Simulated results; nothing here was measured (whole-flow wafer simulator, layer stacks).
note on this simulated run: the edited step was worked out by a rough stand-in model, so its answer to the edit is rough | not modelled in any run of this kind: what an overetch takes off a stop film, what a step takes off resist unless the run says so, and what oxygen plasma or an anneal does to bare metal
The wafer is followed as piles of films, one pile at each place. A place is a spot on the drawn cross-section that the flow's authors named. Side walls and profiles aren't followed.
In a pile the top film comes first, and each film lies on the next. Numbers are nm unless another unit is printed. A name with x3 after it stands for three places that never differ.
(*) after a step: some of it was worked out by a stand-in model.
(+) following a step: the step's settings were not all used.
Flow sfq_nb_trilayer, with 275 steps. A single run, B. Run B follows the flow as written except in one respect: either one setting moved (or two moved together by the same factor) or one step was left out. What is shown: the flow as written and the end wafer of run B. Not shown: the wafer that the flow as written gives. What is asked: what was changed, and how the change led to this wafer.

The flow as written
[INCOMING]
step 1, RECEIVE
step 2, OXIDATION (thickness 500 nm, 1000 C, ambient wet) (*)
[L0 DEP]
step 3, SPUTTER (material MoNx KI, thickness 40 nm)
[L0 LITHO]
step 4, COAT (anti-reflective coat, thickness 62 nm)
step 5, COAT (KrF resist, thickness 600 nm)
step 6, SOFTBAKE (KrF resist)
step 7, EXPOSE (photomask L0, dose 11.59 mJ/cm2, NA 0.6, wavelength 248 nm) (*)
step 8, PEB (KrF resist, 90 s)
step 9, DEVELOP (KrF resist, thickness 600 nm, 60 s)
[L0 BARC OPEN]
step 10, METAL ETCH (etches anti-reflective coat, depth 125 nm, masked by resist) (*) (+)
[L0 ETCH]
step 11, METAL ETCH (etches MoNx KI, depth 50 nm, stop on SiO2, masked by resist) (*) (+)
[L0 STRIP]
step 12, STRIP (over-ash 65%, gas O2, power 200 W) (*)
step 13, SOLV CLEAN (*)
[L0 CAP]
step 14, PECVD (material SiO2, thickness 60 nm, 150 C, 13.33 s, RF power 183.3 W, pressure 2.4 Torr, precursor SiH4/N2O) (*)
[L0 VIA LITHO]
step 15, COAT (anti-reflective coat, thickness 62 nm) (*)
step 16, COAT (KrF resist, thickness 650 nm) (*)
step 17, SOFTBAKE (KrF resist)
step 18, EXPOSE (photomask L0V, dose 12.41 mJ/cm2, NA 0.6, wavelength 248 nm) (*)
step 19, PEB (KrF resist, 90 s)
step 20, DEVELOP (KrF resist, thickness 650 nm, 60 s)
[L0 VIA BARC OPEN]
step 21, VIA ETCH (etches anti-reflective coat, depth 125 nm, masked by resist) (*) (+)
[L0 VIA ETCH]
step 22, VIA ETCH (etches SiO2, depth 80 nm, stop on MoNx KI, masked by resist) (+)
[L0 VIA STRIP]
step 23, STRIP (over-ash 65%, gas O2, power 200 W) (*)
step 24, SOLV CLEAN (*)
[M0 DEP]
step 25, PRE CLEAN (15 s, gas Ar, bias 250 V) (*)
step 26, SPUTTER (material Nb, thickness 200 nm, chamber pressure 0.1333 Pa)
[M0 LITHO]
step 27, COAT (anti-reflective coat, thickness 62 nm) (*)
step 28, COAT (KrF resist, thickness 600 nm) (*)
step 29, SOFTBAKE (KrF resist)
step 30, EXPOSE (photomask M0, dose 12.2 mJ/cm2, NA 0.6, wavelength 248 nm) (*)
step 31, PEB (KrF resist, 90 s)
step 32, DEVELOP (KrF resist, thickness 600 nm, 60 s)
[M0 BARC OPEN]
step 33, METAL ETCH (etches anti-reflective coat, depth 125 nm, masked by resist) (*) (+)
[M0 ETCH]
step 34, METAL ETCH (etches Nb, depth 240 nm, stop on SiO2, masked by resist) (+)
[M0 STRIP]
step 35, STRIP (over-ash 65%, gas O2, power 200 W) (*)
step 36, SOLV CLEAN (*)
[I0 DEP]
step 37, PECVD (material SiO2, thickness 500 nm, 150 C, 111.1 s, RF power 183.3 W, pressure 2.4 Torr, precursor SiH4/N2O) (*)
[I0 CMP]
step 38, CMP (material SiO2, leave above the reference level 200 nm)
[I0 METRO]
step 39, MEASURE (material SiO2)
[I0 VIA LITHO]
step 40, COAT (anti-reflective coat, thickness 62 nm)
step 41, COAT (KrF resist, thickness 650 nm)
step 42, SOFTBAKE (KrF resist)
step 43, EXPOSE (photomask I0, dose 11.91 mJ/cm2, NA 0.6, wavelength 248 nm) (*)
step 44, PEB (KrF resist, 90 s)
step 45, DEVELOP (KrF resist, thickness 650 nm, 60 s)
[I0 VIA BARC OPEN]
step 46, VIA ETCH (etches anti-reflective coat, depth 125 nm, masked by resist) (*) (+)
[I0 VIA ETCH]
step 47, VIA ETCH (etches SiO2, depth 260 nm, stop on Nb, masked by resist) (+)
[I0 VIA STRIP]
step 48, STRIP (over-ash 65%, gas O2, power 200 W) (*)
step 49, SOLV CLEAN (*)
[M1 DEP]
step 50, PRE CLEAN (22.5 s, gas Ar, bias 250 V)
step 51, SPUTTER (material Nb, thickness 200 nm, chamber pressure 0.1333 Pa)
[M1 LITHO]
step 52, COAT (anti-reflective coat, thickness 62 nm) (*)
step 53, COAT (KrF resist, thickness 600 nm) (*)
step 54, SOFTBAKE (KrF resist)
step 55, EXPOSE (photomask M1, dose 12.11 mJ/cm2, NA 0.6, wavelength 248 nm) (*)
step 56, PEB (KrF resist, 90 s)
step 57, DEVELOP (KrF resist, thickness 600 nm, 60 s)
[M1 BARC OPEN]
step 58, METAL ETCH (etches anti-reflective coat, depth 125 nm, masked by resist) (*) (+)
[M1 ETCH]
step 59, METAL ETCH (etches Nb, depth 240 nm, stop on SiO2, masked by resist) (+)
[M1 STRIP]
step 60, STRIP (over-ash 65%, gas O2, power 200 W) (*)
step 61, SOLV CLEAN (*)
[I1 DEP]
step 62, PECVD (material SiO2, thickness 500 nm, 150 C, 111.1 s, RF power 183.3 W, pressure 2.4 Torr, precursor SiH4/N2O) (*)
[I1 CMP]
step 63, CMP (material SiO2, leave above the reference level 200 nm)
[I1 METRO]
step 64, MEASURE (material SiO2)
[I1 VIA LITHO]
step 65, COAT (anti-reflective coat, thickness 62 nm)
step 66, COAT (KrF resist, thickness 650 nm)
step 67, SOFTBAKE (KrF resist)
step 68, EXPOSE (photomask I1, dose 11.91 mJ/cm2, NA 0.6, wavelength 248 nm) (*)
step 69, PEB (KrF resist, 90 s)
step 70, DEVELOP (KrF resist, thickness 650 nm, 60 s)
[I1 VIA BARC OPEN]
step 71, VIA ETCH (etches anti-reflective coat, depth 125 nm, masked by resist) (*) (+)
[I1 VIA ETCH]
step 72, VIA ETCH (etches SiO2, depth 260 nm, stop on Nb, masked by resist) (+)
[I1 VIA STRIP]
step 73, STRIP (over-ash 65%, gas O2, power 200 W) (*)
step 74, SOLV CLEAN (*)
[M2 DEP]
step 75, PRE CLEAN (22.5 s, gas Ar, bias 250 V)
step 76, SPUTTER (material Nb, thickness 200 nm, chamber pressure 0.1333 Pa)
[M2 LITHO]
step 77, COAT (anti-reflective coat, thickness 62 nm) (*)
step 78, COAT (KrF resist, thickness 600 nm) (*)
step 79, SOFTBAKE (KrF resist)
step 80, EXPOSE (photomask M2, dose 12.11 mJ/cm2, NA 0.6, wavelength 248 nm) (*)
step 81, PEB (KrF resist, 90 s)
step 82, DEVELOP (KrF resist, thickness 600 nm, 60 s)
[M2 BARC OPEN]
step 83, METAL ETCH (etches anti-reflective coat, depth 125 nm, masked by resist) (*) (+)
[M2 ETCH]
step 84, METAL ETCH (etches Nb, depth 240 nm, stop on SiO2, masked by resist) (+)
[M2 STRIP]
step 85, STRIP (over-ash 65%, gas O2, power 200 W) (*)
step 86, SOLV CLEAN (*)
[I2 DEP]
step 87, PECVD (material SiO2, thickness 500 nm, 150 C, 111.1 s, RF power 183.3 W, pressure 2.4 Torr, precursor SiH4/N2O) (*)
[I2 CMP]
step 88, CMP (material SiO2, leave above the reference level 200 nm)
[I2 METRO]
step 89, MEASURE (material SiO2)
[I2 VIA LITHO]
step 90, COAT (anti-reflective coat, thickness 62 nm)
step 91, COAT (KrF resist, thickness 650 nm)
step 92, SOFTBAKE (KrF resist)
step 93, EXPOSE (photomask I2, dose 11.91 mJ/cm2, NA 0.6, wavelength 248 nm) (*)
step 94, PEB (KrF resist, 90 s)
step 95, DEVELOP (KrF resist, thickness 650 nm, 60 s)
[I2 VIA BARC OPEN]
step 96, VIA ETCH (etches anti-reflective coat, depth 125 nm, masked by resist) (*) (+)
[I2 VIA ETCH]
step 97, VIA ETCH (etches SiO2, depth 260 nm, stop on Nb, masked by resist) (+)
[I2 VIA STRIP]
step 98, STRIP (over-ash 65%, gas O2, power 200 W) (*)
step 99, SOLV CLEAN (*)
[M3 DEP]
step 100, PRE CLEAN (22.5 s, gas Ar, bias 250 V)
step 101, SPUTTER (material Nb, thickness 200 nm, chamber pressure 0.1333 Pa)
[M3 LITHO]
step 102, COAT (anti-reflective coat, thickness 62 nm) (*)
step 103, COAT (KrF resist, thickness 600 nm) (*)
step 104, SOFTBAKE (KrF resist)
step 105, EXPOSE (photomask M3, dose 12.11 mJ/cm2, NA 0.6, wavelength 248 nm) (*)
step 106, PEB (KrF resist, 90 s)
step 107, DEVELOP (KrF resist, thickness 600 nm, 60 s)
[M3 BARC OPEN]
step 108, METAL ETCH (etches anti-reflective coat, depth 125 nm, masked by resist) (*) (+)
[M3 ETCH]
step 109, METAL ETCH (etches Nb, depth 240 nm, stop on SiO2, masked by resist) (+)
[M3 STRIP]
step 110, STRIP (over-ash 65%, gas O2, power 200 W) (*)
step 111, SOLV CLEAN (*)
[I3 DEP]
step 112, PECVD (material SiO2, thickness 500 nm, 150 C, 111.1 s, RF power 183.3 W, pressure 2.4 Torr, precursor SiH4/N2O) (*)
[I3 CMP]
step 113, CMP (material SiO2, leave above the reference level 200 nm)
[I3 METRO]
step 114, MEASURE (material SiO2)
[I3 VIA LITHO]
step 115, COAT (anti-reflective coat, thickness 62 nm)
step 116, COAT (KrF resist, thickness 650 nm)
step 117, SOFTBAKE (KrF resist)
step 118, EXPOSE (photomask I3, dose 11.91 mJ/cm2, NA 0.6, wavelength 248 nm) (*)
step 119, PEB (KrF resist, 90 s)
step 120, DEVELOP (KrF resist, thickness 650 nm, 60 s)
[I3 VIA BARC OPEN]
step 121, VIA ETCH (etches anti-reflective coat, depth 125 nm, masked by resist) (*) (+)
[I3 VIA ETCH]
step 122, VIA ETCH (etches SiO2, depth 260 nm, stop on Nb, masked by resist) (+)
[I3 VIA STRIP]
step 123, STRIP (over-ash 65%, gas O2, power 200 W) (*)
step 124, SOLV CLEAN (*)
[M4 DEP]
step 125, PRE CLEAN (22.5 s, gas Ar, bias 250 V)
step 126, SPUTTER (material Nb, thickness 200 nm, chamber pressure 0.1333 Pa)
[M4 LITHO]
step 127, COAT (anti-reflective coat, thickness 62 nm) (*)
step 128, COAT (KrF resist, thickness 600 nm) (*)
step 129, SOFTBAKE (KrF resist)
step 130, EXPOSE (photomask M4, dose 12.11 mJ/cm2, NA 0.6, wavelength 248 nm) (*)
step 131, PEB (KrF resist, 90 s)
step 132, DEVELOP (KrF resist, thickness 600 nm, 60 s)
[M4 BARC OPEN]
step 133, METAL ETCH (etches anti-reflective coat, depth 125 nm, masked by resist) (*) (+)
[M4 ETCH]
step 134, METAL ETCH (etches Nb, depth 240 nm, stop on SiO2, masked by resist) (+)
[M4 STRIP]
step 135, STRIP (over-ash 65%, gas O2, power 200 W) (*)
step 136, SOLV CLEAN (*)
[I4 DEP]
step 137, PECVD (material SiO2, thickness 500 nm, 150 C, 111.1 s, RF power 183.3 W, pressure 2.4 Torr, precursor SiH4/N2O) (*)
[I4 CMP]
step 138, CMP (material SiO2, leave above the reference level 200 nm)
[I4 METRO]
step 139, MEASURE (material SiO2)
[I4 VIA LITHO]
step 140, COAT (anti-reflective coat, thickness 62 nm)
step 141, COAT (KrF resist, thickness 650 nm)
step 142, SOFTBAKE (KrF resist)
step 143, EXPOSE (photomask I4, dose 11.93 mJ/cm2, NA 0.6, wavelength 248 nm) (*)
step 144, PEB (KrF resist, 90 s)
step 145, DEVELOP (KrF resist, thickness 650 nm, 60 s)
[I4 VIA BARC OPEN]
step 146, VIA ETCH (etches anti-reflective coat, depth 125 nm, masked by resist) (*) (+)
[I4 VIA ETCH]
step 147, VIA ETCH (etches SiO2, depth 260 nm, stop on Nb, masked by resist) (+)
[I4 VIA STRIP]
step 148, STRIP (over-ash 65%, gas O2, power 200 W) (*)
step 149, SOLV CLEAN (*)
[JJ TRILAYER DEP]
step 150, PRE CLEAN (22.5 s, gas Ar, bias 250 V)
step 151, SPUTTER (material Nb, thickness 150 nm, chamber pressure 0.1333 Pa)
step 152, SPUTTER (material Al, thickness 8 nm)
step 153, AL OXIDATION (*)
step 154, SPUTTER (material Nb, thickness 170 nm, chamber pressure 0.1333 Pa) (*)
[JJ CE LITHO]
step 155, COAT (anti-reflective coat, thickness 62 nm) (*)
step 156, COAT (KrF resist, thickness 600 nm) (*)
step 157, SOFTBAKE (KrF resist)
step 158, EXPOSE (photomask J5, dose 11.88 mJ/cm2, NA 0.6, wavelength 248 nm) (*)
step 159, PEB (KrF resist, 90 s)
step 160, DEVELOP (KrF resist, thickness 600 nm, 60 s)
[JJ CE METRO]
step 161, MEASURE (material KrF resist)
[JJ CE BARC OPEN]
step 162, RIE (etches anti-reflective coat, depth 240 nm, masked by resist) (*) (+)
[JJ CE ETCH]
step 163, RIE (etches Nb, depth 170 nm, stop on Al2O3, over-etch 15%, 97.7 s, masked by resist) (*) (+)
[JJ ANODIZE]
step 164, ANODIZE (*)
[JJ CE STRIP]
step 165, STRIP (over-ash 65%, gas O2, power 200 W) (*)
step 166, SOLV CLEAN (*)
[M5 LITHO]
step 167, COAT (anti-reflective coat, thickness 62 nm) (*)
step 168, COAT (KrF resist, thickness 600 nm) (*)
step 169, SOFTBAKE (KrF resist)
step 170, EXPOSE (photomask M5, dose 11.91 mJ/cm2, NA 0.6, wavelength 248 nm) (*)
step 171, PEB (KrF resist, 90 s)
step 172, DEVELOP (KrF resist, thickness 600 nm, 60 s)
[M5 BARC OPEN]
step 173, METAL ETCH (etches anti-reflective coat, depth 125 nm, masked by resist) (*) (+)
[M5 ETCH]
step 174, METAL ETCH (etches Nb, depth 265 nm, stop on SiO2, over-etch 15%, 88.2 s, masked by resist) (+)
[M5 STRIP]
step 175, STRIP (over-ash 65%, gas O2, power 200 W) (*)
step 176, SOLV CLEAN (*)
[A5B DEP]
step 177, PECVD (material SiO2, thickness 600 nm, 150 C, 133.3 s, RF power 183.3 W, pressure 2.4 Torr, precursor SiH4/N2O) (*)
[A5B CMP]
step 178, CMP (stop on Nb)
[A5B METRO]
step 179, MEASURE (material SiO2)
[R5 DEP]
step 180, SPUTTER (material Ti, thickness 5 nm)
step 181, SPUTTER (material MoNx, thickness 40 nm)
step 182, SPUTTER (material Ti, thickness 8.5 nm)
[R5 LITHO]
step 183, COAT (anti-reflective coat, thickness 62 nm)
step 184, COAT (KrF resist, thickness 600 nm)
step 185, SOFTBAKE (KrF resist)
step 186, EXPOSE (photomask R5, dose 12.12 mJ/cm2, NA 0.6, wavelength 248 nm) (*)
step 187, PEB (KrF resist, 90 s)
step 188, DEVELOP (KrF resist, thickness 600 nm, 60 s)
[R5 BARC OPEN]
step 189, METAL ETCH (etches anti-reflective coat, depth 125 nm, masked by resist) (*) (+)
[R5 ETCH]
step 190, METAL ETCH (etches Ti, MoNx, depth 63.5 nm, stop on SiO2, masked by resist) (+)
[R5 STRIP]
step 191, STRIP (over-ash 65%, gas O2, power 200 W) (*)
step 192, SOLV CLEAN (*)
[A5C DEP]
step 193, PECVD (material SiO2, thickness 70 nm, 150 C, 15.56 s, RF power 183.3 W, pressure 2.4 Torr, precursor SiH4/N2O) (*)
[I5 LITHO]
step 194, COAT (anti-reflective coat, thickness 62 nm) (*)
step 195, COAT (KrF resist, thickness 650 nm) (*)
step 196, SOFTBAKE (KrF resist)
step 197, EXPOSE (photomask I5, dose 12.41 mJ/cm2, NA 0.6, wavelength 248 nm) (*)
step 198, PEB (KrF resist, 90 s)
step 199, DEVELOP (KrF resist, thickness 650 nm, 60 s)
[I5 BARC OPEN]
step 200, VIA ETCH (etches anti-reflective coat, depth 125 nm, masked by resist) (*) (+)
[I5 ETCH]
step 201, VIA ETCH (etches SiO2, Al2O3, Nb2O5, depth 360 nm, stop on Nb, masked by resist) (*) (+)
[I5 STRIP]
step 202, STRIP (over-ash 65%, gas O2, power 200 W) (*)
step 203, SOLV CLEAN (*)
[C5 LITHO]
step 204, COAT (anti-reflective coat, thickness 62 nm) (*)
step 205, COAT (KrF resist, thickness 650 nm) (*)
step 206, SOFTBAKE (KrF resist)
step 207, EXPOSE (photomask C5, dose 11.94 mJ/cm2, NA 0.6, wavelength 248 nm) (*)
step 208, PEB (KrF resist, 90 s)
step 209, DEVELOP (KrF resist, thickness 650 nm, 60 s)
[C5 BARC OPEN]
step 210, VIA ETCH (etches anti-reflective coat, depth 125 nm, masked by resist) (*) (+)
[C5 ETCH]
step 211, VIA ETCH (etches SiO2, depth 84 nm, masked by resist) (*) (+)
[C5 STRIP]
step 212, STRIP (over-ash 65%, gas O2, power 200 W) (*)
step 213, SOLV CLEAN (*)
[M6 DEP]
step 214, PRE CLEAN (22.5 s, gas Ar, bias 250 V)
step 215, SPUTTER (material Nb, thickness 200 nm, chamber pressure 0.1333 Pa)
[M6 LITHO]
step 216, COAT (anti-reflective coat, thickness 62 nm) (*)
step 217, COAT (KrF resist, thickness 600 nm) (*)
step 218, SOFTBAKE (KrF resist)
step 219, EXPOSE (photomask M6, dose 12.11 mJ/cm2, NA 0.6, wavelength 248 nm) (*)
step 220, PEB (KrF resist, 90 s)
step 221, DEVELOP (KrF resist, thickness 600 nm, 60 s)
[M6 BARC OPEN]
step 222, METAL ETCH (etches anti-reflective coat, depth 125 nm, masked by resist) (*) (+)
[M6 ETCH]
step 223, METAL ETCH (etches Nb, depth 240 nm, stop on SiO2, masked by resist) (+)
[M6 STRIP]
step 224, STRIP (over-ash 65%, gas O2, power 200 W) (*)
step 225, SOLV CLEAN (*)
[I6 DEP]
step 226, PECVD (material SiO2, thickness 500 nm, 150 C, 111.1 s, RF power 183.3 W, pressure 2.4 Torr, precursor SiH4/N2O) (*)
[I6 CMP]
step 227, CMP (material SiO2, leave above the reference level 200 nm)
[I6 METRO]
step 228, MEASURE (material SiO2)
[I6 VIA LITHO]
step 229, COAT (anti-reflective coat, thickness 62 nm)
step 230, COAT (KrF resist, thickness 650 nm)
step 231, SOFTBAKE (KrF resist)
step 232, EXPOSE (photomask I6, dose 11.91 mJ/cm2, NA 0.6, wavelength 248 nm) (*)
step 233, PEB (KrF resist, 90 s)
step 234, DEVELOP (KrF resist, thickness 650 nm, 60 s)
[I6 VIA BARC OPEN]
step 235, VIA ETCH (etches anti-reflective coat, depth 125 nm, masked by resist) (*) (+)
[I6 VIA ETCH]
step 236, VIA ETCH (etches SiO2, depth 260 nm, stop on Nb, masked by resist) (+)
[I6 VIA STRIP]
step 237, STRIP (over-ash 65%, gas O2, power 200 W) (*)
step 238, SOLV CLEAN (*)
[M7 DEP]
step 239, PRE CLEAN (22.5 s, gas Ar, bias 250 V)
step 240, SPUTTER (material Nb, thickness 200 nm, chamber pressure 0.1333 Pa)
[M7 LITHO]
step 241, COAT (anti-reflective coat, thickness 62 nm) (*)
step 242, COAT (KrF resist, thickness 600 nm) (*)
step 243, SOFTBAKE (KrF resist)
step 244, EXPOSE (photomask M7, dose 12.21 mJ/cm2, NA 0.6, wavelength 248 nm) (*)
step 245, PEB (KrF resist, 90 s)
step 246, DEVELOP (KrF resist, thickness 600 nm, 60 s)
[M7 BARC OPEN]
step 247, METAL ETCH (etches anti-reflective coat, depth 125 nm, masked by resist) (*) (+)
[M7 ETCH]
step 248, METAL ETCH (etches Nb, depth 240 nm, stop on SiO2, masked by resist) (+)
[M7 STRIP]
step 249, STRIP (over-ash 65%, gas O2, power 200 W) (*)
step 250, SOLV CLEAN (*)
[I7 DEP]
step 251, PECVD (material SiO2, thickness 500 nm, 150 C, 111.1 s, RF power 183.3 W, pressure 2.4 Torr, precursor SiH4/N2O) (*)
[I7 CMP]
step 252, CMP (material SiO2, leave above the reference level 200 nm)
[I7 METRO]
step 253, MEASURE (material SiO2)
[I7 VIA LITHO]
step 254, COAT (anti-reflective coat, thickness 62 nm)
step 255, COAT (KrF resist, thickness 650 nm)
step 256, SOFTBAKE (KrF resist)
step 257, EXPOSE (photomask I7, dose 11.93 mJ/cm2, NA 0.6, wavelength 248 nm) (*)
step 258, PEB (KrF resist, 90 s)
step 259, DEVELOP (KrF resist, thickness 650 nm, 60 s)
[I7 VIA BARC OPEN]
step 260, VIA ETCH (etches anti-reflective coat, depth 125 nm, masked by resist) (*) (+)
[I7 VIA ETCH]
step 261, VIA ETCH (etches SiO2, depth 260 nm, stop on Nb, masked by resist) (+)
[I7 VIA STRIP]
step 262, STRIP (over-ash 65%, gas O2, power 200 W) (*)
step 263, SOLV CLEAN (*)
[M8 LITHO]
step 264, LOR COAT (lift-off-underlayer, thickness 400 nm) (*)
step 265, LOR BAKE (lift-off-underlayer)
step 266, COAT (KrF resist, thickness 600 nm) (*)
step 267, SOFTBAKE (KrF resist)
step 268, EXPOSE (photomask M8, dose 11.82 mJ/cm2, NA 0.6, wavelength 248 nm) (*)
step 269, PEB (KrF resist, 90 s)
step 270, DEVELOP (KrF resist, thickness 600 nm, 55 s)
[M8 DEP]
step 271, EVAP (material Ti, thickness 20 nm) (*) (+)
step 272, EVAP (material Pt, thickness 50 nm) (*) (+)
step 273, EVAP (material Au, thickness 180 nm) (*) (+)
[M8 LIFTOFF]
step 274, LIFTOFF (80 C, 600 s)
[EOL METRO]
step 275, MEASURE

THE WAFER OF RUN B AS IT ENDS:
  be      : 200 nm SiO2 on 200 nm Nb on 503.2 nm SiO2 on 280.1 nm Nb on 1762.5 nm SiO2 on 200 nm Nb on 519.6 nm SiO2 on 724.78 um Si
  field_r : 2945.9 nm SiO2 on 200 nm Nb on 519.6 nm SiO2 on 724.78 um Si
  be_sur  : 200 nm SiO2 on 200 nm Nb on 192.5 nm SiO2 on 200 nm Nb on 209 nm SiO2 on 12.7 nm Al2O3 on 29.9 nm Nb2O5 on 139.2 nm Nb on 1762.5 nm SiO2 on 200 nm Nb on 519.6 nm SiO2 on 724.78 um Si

Cause: step 14, PECVD: thickness 24.6 nm was run, while the flow as written has thickness 60 nm; step 14, PECVD: 5.467 s was run, where the flow has 13.33 s.

Step by step, how the change led to this:
  step 14, PECVD (material SiO2, thickness 60 nm, 150 C, 13.33 s, RF power 183.3 W, pressure 2.4 Torr, precursor SiH4/N2O) (*)
      v_sur, via_wl, via_w and 97 more: +24.6 SiO2 (as written it would have been: +60 SiO2)
      field_l, l0_sur, l0v, l0r_line_l, l0r_line_c, l0r_line_r: +24.6 SiO2 (new film) (as written it would have been: +60 SiO2 (new film))
  step 22, VIA ETCH (etches SiO2, depth 80 nm, stop on MoNx KI, masked by resist) (+)
      field_l, v_sur, via_wl and 102 more: -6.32 KrF resist (as written it would have been: -13.8 KrF resist)
      l0v: -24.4 SiO2 (all of it) (as written it would have been: -59.8 SiO2 (all of it))
  step 26, SPUTTER (material Nb, thickness 200 nm, chamber pressure 0.1333 Pa)
      l0v: +200 Nb (new film) (as written it would have been: +195.7 Nb (new film))
  step 27, COAT (anti-reflective coat, thickness 62 nm) (*)
      l0_sur: +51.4 anti-reflective coat (new film) (as written it would have been: +47.5 anti-reflective coat (new film))
      l0v: +67.2 anti-reflective coat (new film) (as written it would have been: +78 anti-reflective coat (new film))
  step 28, COAT (KrF resist, thickness 600 nm) (*)
      l0v: +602 KrF resist (new film) (as written it would have been: +622.9 KrF resist (new film))
  step 35, STRIP (over-ash 65%, gas O2, power 200 W) (*)
      l0_sur: -373.9 KrF resist (all of it), -51.4 anti-reflective coat (all of it) (as written it would have been: -372 KrF resist (all of it), -47.5 anti-reflective coat (all of it))
      l0v: -384.4 KrF resist (all of it), -67.2 anti-reflective coat (all of it) (as written it would have been: -405.3 KrF resist (all of it), -78 anti-reflective coat (all of it))
  step 38, CMP (material SiO2, leave above the reference level 200 nm)
      l0v: -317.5 SiO2 (as written it would have been: -277.8 SiO2)
